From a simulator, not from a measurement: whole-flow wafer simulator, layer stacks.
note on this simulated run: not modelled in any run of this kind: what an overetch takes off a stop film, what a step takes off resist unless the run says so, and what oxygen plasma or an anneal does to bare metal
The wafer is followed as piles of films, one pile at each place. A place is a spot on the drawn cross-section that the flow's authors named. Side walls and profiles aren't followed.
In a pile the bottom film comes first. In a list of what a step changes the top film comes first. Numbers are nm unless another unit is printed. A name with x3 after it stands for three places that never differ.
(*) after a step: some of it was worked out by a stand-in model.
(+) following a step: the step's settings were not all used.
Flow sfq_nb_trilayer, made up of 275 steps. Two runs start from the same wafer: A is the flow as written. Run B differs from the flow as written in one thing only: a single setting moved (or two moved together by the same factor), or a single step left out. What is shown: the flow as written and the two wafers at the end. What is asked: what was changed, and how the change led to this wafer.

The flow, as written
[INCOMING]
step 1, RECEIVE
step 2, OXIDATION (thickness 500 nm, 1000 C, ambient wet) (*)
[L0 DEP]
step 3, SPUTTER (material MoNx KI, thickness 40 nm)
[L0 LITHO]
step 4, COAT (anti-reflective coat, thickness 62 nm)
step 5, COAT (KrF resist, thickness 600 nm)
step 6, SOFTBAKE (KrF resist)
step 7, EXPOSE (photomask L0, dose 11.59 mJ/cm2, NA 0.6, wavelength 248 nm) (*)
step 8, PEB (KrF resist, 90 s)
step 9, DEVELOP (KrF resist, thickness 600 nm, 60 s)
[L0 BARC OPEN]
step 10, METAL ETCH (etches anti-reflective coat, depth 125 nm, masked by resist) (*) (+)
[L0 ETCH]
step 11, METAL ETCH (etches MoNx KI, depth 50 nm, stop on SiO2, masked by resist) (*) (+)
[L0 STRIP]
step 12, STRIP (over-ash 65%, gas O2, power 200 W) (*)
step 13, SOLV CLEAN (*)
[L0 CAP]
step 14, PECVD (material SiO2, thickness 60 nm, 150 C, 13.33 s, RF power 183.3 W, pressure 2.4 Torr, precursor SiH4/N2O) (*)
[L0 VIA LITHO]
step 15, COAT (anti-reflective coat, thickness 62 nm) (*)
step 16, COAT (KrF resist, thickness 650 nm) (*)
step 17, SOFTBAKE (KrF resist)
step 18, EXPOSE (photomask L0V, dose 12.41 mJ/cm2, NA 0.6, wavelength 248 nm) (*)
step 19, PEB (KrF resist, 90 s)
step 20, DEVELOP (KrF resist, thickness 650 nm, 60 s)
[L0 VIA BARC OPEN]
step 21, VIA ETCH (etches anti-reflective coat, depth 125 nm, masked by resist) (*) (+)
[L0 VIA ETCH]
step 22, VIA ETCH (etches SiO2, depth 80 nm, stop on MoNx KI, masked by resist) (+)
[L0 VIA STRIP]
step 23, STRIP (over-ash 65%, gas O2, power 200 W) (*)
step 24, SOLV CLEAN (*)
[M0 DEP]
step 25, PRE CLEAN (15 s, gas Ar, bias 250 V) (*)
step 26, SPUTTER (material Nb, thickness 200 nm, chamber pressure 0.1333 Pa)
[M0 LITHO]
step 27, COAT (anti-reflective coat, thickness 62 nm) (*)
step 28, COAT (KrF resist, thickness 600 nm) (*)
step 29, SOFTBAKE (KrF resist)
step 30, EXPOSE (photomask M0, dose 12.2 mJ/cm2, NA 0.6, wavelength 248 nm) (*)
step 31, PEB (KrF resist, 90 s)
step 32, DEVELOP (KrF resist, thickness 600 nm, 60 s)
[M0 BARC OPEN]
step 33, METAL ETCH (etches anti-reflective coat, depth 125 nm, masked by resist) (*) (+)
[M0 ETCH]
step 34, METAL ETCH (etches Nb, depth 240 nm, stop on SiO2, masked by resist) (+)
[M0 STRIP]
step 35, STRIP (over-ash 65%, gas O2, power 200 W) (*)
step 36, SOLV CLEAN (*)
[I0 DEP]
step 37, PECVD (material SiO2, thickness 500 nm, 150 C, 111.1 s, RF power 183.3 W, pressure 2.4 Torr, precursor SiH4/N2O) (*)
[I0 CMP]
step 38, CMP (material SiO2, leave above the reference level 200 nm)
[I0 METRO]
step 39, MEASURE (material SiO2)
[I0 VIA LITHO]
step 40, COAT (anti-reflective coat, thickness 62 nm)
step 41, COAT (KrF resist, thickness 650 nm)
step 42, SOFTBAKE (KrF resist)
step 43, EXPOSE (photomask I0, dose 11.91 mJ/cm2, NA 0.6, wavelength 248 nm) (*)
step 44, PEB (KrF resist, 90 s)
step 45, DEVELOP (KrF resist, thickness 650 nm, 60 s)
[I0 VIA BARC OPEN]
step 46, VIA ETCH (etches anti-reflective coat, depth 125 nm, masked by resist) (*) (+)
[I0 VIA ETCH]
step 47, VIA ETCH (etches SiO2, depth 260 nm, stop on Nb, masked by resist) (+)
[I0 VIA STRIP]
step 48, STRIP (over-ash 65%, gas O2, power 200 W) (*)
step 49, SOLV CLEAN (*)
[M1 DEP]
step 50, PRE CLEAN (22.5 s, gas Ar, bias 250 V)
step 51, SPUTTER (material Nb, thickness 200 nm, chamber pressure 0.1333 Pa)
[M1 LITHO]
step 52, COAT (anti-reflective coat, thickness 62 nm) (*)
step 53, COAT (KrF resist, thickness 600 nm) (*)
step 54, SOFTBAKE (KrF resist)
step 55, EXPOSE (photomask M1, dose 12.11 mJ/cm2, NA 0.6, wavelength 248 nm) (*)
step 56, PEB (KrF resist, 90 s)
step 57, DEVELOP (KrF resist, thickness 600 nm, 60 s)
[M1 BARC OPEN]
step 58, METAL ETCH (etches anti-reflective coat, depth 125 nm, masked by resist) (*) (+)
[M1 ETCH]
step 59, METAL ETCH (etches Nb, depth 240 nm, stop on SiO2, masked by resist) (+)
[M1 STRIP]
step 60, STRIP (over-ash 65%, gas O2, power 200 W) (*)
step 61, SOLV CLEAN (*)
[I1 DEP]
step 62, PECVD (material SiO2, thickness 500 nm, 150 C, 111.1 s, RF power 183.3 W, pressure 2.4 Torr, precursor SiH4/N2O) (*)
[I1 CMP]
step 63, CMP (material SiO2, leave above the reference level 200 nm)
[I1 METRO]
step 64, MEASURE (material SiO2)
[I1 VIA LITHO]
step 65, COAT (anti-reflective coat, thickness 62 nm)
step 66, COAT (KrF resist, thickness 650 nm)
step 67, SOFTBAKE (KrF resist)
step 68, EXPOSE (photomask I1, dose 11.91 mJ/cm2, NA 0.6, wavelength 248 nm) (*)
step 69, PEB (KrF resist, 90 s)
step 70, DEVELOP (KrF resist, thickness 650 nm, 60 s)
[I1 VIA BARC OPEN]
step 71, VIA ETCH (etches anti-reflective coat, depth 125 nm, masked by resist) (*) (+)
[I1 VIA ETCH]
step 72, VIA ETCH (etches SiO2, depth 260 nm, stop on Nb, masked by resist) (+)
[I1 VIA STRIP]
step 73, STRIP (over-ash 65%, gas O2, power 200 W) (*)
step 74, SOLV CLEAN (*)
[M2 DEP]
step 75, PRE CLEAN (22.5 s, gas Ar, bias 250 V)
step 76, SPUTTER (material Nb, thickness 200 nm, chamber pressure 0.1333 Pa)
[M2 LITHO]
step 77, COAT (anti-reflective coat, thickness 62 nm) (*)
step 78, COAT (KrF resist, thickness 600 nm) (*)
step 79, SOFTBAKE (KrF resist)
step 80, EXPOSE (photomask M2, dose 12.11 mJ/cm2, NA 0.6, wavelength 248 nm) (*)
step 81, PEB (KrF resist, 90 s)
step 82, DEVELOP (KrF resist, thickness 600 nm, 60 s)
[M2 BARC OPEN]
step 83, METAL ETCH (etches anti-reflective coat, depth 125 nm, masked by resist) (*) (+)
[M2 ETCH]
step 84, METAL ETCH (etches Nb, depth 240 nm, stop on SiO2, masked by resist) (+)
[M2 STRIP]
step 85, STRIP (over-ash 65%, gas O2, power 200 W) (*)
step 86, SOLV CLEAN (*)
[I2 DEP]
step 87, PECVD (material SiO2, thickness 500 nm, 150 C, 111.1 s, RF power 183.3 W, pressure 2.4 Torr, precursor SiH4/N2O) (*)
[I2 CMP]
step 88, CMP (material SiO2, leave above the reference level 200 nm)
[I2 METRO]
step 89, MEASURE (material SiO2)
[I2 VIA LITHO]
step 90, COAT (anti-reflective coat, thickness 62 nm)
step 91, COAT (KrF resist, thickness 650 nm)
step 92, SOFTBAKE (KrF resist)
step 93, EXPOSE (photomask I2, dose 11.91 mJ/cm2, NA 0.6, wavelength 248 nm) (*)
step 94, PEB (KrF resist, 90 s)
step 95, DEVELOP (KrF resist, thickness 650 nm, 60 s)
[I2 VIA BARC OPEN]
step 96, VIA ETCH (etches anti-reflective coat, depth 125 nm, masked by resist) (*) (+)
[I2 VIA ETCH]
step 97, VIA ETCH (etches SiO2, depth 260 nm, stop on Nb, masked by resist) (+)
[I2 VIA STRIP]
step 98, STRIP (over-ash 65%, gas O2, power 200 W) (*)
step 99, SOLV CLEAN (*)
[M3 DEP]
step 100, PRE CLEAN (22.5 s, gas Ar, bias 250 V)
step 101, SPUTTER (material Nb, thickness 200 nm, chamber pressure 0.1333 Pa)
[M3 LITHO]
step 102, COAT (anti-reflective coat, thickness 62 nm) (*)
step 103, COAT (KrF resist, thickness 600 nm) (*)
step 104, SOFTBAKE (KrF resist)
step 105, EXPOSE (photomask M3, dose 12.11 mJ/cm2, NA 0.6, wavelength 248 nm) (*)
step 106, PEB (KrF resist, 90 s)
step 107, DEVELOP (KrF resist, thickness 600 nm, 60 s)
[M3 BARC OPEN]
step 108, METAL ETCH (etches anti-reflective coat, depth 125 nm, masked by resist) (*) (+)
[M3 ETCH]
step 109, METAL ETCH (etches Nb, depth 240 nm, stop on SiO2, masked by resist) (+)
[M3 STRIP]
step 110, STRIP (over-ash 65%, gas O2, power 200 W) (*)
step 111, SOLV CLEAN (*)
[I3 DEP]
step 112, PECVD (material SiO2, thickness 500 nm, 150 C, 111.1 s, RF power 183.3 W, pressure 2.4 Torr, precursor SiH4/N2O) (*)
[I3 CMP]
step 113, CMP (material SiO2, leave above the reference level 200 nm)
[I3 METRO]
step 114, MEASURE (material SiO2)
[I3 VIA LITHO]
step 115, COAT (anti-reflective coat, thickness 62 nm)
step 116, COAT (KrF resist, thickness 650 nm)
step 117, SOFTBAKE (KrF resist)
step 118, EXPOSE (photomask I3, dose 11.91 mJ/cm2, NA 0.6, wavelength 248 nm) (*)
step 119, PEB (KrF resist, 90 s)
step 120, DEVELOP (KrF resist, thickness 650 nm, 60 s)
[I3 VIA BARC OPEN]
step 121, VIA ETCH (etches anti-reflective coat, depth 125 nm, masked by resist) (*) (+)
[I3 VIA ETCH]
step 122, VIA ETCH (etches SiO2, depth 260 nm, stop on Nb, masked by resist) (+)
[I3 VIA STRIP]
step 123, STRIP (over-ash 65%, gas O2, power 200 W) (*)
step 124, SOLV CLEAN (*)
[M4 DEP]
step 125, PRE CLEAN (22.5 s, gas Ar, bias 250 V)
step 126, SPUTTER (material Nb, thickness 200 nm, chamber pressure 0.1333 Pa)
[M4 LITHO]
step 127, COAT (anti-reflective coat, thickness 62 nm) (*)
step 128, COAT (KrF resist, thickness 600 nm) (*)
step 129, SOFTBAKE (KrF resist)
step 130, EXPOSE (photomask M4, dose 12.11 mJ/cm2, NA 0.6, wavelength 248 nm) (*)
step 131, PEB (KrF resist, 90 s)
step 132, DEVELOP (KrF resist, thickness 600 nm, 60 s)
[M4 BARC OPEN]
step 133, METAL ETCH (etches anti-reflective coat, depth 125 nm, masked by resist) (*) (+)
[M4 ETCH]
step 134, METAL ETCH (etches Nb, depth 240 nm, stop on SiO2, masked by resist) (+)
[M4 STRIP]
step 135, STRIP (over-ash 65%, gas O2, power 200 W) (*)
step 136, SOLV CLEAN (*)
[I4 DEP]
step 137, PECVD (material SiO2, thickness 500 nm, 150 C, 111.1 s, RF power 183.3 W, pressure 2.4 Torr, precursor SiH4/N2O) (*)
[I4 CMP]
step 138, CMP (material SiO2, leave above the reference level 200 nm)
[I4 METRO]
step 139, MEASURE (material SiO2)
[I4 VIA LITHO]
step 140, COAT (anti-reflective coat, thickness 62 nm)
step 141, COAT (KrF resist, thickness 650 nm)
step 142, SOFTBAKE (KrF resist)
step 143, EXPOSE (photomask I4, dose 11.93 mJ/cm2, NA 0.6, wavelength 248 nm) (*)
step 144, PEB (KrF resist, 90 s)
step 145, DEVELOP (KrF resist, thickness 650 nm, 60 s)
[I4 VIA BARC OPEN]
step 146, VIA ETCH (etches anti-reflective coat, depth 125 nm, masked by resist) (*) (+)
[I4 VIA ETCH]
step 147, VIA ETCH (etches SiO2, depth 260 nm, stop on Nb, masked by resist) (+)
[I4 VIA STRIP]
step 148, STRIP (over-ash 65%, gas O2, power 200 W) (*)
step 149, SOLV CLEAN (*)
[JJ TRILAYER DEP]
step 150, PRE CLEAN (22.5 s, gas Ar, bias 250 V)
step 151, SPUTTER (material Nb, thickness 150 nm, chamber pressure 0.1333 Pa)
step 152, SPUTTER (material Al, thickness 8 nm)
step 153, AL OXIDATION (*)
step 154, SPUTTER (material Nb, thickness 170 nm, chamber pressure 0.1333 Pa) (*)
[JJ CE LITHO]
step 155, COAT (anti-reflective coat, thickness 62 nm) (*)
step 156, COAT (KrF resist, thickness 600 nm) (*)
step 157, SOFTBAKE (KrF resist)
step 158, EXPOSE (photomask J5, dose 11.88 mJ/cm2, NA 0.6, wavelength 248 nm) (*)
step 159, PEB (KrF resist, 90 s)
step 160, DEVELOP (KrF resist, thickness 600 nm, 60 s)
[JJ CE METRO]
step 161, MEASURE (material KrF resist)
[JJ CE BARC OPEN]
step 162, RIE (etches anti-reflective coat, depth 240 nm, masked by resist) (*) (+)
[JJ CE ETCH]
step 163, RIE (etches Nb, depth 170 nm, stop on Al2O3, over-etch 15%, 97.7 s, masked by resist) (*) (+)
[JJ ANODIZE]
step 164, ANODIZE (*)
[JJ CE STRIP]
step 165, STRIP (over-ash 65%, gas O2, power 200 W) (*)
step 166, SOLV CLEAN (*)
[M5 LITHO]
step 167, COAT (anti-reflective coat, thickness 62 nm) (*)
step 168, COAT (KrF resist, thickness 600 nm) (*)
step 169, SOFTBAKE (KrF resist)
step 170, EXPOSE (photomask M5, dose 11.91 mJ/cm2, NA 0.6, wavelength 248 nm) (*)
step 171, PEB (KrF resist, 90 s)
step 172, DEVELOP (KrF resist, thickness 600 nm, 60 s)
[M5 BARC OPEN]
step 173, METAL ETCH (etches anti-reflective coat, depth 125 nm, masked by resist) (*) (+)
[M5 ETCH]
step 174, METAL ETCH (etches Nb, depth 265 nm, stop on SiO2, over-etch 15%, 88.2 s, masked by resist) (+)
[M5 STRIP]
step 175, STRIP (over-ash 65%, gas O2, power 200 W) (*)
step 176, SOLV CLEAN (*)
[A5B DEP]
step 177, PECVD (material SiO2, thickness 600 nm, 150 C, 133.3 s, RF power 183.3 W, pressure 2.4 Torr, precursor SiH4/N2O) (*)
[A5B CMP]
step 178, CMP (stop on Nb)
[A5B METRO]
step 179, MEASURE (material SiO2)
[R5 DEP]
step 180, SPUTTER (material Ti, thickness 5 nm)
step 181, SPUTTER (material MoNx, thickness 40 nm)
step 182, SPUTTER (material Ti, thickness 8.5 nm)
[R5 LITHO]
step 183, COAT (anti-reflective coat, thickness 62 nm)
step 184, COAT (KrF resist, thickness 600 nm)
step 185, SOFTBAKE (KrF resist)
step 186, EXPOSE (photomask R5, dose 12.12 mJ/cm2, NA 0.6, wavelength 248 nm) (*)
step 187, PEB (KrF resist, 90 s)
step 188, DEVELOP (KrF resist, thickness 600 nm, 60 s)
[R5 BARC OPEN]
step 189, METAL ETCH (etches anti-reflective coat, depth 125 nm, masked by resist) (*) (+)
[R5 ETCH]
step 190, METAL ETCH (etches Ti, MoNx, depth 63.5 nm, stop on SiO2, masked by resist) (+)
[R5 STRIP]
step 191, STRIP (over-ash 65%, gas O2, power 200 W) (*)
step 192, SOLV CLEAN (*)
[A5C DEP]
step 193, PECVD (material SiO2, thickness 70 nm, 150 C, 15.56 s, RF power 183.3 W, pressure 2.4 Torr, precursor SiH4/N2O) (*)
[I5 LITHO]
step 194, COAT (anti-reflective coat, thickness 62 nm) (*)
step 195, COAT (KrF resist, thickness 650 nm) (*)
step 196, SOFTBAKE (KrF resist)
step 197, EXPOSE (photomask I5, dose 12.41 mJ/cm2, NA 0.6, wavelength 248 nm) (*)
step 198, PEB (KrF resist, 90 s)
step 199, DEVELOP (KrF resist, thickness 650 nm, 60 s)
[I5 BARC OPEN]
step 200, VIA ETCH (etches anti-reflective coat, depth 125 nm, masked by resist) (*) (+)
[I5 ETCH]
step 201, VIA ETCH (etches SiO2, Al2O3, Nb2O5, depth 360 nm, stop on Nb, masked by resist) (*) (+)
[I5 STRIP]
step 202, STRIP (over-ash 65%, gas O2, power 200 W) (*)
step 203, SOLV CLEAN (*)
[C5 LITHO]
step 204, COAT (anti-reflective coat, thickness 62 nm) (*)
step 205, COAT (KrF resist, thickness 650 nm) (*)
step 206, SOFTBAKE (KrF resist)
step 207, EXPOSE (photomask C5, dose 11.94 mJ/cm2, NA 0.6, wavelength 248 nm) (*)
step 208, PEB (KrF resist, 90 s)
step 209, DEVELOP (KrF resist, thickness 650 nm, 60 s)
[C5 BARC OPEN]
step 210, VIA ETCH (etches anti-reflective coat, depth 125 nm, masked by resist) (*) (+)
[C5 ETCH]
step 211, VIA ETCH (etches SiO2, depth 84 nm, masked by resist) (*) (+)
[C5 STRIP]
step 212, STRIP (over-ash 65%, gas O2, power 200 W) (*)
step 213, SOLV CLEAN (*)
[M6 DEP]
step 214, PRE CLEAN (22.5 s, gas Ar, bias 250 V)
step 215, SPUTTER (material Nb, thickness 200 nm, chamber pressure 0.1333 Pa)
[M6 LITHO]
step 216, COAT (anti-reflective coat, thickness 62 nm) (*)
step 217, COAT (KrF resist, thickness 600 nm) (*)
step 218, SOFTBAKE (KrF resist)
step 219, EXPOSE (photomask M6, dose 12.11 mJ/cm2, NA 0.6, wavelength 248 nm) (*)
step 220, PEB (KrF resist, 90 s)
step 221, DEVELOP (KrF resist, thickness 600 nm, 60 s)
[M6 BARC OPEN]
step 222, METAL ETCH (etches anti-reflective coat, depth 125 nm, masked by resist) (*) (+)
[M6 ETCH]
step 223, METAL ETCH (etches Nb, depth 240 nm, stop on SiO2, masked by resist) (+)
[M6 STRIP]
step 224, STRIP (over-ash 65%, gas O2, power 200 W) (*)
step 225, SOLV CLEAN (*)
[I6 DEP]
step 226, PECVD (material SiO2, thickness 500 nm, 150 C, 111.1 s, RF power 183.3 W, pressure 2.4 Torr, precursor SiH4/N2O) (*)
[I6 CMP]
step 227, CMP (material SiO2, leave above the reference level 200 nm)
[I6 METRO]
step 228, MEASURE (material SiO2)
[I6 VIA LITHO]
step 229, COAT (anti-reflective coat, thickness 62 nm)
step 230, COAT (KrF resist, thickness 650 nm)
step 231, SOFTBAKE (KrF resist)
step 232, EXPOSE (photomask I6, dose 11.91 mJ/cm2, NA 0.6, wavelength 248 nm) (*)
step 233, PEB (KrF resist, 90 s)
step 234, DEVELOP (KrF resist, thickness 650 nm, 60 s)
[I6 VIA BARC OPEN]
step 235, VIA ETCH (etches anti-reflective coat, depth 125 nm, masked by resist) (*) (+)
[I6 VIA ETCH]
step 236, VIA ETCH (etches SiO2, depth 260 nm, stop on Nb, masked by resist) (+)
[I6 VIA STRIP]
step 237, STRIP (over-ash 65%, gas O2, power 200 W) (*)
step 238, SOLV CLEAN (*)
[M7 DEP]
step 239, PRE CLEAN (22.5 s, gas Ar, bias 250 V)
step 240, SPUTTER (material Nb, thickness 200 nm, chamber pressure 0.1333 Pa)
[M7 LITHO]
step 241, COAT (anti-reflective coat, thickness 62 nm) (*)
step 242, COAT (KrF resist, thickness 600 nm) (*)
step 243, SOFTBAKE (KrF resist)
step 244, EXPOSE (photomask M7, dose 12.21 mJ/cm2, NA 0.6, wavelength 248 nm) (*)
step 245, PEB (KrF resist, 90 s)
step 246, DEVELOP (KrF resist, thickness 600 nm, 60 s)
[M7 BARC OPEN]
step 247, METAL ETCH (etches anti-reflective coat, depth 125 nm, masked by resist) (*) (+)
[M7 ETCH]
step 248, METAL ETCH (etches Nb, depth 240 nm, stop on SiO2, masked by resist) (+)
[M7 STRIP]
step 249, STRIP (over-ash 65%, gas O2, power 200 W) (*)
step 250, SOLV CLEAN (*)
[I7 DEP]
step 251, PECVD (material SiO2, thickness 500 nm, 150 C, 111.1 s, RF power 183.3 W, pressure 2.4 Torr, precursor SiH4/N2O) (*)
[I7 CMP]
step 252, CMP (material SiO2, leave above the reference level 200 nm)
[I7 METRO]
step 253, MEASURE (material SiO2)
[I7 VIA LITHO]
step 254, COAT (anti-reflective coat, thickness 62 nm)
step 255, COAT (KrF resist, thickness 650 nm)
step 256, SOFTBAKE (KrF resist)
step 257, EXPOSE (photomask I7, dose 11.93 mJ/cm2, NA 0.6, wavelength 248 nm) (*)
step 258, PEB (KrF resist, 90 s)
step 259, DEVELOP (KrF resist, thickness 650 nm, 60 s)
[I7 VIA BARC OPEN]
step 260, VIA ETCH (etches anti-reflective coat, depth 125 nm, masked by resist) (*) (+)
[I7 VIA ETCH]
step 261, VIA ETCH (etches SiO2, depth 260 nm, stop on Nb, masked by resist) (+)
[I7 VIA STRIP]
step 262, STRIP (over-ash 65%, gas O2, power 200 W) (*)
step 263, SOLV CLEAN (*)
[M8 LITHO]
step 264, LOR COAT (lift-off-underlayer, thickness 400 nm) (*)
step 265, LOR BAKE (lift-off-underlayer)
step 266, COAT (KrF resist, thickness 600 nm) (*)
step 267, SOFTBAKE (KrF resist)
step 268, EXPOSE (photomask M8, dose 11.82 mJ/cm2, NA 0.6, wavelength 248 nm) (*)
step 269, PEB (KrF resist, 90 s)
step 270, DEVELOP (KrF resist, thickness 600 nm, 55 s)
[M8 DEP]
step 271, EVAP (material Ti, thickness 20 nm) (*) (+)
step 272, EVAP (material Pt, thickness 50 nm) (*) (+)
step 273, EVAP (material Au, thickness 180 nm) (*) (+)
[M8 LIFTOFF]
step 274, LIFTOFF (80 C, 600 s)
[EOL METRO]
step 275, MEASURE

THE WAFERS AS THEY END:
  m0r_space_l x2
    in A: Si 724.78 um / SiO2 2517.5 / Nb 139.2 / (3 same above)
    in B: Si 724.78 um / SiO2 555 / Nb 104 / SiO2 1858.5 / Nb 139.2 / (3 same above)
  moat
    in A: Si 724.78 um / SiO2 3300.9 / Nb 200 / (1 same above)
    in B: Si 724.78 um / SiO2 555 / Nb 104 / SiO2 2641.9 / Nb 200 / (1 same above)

The reason: step 34, METAL ETCH: depth 96 nm was run, whereas the flow has depth 240 nm.

How this came from the change, step by step:
  step 34, METAL ETCH (etches Nb, depth 240 nm, stop on SiO2, masked by resist) (+)
      moat, m0r_space_l x2: A Nb loses 200 (all of it) | B Nb loses 96
      field_l, v_sur, via_wl and 100 more: A KrF resist loses 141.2 | B KrF resist loses 56.5
  step 35, STRIP (over-ash 65%, gas O2, power 200 W) (*)
      p4_fl x3, p4_w1 x9, p4_g1 x2 and 57 more: A KrF resist loses 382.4 (all of it), anti-reflective coat loses 62 (all of it) | B KrF resist loses 467.1 (all of it), anti-reflective coat loses 62 (all of it)
      ce_r, sp_r, be_r, r_sur: A KrF resist loses 389 (all of it), anti-reflective coat loses 63.6 (all of it) | B KrF resist loses 473.7 (all of it), anti-reflective coat loses 63.6 (all of it)
      (and at 28 other places as well)
  step 37, PECVD (material SiO2, thickness 500 nm, 150 C, 111.1 s, RF power 183.3 W, pressure 2.4 Torr, precursor SiH4/N2O) (*)
      moat, m0r_space_l x2: A SiO2 gains 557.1 | B SiO2 gains 500 (new film)
  step 38, CMP (material SiO2, leave above the reference level 200 nm)
      moat, m0r_space_l x2: A SiO2 loses 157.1 | B SiO2 loses 204
Taking metal films that touch as one body, m0r_space_l x2 has 2 bodies (between them, from the top down: SiO2 1858.5); the flow as written gives 1 body.
Taking metal films that touch as one body, moat has 2 bodies (between them, from the top down: SiO2 2641.9); the flow as written gives 1 body.
